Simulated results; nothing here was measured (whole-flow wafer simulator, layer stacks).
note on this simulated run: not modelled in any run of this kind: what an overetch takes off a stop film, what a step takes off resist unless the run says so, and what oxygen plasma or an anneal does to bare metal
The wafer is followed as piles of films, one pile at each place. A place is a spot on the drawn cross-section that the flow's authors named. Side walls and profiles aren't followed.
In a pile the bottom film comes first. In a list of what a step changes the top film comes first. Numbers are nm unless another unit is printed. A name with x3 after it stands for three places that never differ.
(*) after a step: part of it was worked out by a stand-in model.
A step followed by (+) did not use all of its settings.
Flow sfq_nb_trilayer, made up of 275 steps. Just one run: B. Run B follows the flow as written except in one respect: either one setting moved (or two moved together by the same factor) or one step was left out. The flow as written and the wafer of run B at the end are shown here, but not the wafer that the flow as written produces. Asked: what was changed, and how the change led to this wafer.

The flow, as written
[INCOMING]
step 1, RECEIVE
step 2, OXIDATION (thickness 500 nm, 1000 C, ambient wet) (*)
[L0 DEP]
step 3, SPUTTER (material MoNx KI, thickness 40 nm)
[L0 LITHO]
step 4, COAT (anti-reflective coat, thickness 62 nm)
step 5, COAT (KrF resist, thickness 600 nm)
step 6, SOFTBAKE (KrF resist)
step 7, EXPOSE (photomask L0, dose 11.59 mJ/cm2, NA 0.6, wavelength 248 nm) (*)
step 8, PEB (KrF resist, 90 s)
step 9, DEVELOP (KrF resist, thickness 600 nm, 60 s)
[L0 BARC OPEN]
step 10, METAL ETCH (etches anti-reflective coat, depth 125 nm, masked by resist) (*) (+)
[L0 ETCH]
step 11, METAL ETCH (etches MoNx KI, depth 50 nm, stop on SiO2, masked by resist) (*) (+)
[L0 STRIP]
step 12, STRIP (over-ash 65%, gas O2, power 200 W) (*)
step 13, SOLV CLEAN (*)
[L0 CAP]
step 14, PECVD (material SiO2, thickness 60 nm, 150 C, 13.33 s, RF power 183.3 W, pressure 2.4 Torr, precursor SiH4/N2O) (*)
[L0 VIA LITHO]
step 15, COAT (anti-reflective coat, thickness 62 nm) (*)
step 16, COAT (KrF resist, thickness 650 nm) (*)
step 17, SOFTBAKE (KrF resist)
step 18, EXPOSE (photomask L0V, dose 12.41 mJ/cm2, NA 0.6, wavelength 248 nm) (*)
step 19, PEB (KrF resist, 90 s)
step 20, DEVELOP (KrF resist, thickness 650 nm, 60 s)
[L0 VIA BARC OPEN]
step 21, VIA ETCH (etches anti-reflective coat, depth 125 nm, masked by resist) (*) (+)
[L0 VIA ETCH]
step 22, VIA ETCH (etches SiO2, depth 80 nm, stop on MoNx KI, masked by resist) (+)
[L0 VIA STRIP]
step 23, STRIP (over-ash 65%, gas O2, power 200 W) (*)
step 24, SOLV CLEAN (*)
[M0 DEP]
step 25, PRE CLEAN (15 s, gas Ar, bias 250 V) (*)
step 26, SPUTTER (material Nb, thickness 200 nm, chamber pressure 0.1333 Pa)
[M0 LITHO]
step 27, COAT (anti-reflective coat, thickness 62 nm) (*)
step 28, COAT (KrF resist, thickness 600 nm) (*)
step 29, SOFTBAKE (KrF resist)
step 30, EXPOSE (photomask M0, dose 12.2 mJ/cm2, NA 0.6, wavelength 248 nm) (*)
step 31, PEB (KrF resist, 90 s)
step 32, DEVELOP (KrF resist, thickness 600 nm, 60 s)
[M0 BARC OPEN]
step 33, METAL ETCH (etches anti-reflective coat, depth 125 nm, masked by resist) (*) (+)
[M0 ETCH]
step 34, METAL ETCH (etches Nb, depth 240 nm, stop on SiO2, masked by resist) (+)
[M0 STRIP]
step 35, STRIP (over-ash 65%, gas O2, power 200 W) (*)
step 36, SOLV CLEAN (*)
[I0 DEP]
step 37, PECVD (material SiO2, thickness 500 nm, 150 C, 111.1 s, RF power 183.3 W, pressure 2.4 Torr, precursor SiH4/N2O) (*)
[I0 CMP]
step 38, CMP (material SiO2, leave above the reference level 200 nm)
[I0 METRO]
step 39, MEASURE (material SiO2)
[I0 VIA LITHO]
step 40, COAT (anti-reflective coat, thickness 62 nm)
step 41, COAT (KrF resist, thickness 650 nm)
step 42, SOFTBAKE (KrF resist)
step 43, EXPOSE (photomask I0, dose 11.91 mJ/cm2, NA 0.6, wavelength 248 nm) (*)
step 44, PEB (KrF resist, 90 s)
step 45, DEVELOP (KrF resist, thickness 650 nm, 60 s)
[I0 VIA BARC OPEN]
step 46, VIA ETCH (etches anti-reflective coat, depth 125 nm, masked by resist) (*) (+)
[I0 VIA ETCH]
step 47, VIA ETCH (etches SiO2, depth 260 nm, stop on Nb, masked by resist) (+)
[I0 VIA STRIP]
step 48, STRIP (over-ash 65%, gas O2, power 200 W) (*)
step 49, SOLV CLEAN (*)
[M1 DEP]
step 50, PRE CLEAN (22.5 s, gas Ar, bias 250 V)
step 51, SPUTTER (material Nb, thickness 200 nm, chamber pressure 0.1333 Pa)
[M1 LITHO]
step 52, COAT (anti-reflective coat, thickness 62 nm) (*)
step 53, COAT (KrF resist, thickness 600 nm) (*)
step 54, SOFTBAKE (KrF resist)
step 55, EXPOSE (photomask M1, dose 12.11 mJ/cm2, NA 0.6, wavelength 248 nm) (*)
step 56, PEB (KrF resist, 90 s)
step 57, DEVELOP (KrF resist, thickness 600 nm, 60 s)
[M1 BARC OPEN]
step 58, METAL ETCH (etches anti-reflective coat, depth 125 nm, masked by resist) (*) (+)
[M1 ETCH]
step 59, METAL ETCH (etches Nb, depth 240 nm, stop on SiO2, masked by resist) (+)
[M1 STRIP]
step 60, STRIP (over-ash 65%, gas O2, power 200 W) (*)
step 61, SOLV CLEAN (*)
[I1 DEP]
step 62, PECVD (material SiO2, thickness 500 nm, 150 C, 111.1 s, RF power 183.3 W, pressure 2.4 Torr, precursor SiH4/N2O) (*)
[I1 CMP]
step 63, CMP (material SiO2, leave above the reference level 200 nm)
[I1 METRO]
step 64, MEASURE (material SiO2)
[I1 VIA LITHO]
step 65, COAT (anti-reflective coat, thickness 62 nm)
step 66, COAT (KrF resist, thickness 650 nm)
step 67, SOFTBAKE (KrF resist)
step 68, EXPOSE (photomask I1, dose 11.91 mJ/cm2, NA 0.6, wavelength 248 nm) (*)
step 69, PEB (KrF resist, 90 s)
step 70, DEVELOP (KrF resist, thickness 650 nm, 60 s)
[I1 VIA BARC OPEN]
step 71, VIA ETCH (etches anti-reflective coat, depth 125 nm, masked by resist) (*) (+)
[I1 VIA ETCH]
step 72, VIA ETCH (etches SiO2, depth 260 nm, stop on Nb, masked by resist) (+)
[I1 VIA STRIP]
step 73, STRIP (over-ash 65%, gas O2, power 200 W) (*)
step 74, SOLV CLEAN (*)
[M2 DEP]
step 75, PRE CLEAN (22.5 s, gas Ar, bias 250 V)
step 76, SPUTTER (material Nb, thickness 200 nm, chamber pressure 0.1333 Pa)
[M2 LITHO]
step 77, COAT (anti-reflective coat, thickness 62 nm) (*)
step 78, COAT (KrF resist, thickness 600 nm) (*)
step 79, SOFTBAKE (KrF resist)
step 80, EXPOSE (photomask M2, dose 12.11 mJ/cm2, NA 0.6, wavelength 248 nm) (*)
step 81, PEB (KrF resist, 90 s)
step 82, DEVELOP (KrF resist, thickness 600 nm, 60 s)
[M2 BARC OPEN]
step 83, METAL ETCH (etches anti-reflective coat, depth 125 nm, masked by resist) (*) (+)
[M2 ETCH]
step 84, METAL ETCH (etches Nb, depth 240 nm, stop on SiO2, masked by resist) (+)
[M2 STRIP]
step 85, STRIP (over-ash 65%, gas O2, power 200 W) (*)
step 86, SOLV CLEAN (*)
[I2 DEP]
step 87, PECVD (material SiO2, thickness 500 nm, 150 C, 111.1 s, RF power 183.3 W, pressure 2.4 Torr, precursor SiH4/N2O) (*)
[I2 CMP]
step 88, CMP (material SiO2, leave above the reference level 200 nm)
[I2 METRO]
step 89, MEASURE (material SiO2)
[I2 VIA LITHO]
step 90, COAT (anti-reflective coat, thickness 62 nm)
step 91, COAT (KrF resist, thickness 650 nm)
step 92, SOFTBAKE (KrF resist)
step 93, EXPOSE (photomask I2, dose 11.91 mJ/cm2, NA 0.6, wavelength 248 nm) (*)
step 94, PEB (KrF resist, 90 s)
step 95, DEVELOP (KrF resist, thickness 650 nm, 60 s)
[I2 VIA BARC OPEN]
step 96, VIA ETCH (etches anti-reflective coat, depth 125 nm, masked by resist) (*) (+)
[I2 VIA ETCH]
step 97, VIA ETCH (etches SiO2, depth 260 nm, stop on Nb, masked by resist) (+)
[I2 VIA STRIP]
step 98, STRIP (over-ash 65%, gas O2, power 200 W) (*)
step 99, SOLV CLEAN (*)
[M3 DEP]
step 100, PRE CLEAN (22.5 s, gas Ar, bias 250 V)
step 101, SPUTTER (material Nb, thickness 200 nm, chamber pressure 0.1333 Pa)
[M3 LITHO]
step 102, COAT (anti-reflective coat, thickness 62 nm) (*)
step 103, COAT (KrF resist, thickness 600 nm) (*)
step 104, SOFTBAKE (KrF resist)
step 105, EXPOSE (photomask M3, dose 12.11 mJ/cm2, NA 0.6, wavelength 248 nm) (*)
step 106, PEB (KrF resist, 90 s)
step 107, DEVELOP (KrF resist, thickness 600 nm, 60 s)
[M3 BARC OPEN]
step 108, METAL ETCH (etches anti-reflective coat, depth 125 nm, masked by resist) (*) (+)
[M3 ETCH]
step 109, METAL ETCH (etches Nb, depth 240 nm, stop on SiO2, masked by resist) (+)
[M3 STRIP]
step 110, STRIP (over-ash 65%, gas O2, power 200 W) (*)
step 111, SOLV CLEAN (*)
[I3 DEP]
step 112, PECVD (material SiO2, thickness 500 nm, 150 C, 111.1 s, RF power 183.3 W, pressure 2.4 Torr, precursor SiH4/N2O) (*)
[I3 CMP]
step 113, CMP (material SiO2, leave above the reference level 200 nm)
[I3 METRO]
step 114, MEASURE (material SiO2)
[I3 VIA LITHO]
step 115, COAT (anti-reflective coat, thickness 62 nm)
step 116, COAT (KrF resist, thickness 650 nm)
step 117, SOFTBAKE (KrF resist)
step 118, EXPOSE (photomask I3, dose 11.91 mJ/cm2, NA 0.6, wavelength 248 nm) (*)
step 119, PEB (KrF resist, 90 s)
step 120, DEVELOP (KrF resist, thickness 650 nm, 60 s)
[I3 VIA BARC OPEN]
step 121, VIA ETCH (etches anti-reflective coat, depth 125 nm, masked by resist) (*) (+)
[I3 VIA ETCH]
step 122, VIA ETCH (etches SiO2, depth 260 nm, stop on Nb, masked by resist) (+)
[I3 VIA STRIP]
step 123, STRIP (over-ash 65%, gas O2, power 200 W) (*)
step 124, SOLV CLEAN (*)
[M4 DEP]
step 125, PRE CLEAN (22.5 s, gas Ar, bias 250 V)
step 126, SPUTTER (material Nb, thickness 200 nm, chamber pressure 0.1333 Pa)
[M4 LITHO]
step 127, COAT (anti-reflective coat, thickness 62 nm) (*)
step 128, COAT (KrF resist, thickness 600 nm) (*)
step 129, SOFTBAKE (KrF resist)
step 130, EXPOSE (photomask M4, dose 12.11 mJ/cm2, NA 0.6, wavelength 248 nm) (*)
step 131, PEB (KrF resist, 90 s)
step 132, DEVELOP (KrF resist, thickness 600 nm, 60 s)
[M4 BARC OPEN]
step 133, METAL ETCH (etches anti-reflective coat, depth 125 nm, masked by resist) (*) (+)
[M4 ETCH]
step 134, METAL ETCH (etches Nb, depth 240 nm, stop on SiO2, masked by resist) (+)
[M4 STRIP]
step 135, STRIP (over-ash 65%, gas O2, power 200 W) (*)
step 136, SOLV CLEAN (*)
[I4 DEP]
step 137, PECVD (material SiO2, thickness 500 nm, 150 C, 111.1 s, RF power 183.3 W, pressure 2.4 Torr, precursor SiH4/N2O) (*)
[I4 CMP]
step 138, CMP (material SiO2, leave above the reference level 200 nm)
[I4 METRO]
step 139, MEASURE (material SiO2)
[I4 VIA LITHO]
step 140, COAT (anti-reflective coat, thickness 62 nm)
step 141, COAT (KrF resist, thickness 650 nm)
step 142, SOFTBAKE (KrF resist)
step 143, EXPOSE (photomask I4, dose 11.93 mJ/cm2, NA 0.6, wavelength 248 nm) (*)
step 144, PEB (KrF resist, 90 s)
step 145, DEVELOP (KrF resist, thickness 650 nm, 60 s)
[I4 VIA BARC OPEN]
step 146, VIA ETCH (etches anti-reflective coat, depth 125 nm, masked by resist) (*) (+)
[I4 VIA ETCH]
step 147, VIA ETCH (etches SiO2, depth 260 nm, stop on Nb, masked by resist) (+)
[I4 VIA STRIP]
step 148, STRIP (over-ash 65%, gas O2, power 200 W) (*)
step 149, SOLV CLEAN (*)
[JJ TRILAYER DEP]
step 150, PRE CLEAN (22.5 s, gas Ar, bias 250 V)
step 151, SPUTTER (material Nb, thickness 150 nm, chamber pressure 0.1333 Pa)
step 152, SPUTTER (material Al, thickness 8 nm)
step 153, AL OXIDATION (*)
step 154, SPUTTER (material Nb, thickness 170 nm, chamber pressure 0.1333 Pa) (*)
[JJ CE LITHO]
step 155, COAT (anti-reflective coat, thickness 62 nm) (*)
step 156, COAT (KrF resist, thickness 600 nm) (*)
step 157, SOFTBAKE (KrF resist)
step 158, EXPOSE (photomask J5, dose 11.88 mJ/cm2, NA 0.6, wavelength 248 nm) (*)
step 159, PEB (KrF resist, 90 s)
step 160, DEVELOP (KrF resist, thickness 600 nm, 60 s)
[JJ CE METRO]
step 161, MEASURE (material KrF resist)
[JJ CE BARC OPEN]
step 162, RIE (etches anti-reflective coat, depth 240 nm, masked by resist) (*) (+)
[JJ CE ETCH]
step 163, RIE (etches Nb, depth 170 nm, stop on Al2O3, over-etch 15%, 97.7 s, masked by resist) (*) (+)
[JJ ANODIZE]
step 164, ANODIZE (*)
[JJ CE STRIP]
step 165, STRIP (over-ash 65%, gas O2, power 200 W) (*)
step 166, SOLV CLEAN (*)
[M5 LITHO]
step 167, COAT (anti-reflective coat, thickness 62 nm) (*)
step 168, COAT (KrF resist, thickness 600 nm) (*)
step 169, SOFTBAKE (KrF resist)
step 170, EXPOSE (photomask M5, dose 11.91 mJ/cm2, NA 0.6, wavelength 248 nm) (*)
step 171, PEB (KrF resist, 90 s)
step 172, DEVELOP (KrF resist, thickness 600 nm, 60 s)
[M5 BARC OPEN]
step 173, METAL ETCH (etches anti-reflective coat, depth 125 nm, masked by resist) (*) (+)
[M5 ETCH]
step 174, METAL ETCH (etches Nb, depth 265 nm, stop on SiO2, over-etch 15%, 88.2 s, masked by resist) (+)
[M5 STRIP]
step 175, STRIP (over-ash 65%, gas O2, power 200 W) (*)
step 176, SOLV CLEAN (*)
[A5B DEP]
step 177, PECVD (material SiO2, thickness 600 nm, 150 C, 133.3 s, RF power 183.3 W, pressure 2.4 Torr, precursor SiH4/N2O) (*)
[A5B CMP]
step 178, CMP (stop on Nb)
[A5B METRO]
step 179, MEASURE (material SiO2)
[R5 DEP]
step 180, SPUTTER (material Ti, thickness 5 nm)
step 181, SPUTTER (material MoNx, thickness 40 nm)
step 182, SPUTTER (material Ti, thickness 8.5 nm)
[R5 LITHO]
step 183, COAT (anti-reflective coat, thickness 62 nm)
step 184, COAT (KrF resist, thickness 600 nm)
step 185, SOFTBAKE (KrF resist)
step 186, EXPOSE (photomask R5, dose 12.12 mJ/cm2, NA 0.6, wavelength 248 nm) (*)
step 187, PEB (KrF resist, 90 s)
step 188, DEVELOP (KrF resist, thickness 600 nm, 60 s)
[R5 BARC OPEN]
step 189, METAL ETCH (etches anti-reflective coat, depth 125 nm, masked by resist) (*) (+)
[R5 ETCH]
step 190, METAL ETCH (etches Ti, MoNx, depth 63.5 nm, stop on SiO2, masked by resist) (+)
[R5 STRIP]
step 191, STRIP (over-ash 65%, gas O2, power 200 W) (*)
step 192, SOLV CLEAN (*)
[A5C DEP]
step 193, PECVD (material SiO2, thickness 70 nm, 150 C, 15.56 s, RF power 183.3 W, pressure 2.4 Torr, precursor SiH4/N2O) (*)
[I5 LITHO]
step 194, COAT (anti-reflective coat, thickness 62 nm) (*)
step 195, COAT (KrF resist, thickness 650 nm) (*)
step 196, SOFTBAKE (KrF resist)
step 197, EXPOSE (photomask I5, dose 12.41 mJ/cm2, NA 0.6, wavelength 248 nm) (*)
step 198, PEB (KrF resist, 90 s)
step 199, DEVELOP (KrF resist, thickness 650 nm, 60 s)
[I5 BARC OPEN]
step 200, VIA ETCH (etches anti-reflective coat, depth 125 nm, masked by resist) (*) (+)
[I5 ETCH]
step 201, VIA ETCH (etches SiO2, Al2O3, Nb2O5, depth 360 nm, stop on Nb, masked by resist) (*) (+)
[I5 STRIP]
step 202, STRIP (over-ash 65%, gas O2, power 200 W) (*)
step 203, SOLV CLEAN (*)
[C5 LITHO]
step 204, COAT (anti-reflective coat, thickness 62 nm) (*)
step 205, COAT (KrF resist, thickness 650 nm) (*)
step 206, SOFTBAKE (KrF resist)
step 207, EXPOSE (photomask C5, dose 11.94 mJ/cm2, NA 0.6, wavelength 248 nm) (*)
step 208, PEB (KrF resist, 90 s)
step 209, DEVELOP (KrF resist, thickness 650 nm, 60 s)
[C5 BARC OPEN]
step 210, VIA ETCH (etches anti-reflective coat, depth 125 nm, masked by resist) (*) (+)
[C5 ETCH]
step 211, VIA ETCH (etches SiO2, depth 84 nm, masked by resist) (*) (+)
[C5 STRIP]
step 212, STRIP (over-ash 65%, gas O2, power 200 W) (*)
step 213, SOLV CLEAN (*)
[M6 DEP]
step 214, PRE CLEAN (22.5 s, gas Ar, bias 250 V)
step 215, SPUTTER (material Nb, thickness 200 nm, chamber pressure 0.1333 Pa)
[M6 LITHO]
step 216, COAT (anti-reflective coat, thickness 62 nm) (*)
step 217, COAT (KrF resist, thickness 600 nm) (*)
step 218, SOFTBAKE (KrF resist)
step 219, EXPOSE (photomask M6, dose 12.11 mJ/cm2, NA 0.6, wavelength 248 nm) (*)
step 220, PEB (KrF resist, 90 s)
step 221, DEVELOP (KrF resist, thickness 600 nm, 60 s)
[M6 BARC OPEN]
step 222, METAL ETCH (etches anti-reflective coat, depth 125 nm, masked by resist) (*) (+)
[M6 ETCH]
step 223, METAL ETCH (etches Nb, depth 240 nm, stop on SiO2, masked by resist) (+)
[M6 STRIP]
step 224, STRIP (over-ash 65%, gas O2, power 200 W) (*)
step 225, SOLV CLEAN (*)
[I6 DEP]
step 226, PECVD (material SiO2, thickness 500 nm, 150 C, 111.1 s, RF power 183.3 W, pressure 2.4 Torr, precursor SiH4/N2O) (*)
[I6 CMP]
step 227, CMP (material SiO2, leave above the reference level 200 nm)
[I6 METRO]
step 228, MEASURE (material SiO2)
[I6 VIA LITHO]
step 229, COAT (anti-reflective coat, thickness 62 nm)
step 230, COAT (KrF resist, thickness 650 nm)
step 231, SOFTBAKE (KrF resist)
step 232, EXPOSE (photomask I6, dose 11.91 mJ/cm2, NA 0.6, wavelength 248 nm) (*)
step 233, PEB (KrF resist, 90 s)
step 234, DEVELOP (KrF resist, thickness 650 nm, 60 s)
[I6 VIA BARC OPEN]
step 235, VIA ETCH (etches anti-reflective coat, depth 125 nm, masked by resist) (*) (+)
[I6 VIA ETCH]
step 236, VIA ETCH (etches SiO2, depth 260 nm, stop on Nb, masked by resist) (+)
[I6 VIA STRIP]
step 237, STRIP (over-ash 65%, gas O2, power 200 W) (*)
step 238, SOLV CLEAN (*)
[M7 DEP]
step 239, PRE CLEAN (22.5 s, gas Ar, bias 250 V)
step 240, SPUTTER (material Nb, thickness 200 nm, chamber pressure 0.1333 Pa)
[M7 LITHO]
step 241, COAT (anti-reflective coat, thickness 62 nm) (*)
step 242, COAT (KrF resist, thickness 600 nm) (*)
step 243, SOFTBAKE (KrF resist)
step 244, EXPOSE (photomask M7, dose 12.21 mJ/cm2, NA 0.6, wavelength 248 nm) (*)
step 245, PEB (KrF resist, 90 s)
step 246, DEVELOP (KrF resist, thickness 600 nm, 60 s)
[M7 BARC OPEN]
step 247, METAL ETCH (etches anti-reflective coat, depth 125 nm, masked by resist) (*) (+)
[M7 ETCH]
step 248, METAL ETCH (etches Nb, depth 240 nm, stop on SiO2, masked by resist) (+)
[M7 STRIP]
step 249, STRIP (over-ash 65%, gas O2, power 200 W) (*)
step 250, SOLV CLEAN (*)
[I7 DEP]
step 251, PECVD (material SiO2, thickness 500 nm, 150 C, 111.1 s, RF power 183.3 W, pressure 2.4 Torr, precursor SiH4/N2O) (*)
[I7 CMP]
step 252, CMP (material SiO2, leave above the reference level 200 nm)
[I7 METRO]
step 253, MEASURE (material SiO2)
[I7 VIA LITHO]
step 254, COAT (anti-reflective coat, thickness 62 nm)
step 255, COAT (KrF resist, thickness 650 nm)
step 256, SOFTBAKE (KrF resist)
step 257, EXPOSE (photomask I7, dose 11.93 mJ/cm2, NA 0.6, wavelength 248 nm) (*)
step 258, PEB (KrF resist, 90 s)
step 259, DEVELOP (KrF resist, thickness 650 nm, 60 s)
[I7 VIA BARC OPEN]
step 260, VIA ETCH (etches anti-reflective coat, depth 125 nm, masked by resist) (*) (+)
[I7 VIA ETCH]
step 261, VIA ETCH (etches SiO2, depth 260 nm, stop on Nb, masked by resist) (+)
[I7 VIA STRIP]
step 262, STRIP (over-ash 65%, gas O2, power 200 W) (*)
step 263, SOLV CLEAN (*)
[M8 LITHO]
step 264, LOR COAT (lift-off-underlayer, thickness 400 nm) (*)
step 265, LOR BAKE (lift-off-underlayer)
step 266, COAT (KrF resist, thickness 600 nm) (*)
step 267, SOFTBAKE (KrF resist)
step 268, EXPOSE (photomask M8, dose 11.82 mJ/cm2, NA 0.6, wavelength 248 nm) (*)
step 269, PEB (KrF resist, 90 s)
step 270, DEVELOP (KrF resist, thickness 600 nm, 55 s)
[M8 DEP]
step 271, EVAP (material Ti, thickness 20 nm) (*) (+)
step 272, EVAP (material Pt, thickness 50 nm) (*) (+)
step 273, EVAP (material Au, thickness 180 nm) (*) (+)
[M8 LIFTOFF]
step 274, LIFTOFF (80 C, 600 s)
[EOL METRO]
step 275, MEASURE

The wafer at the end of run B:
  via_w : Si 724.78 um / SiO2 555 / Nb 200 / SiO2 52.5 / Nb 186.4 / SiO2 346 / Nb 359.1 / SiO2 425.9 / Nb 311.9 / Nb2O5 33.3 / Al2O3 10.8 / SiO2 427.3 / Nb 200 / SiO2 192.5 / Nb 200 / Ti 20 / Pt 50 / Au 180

What caused this: step 47, VIA ETCH: depth 139.8 nm was run, while the flow as written has depth 260 nm.

The path from the change to this, step by step:
  step 47, VIA ETCH (etches SiO2, depth 260 nm, stop on Nb, masked by resist) (+)
      via_w: -139.8 SiO2 (it would be, as written: -199.8 SiO2 (all of it))
      field_l, v_sur, via_wl and 102 more: -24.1 KrF resist (it would be, as written: -44.8 KrF resist)
  step 48, STRIP (over-ash 65%, gas O2, power 200 W) (*)
      field_l, v_sur, via_wl and 102 more: -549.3 KrF resist (all of it), -62 anti-reflective coat (all of it) (it would be, as written: -528.6 KrF resist (all of it), -62 anti-reflective coat (all of it))
  step 50, PRE CLEAN (22.5 s, gas Ar, bias 250 V)
      via_w: -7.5 SiO2 (it would be, as written: -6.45 Nb)
  step 51, SPUTTER (material Nb, thickness 200 nm, chamber pressure 0.1333 Pa)
      via_w: +186.4 Nb (new film) (it would be, as written: +174.5 Nb)
  step 52, COAT (anti-reflective coat, thickness 62 nm) (*)
      via_wl: +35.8 anti-reflective coat (new film) (it would be, as written: +33.8 anti-reflective coat (new film))
      via_w: +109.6 anti-reflective coat (new film) (it would be, as written: +123.1 anti-reflective coat (new film))
      (and at 1 other place as well)
  step 53, COAT (KrF resist, thickness 600 nm) (*)
      via_w: +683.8 KrF resist (new film) (it would be, as written: +731.8 KrF resist (new film))
  step 60, STRIP (over-ash 65%, gas O2, power 200 W) (*)
      via_wl: -390.7 KrF resist (all of it), -35.8 anti-reflective coat (all of it) (it would be, as written: -385.5 KrF resist (all of it), -33.8 anti-reflective coat (all of it))
      via_w: -465.9 KrF resist (all of it), -109.6 anti-reflective coat (all of it) (it would be, as written: -513.8 KrF resist (all of it), -123.1 anti-reflective coat (all of it))
      (and at 1 other place as well)
  step 62, PECVD (material SiO2, thickness 500 nm, 150 C, 111.1 s, RF power 183.3 W, pressure 2.4 Torr, precursor SiH4/N2O) (*)
      via_w: +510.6 SiO2 (new film) (it would be, as written: +606 SiO2 (new film))
  step 63, CMP (material SiO2, leave above the reference level 200 nm)
      via_w: -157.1 SiO2 (it would be, as written: -181.6 SiO2)
If metal films that touch count as one body, via_w has 6 bodies (between them, from the top down: SiO2 192.5; SiO2 427.3 / Al2O3 10.8 / Nb2O5 33.3; SiO2 425.9; SiO2 346; SiO2 52.5); the flow as written gives 5 bodies (between them, from the top down: SiO2 192.5; SiO2 427.3 / Al2O3 10.8 / Nb2O5 33.3; SiO2 425.9; SiO2 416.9).
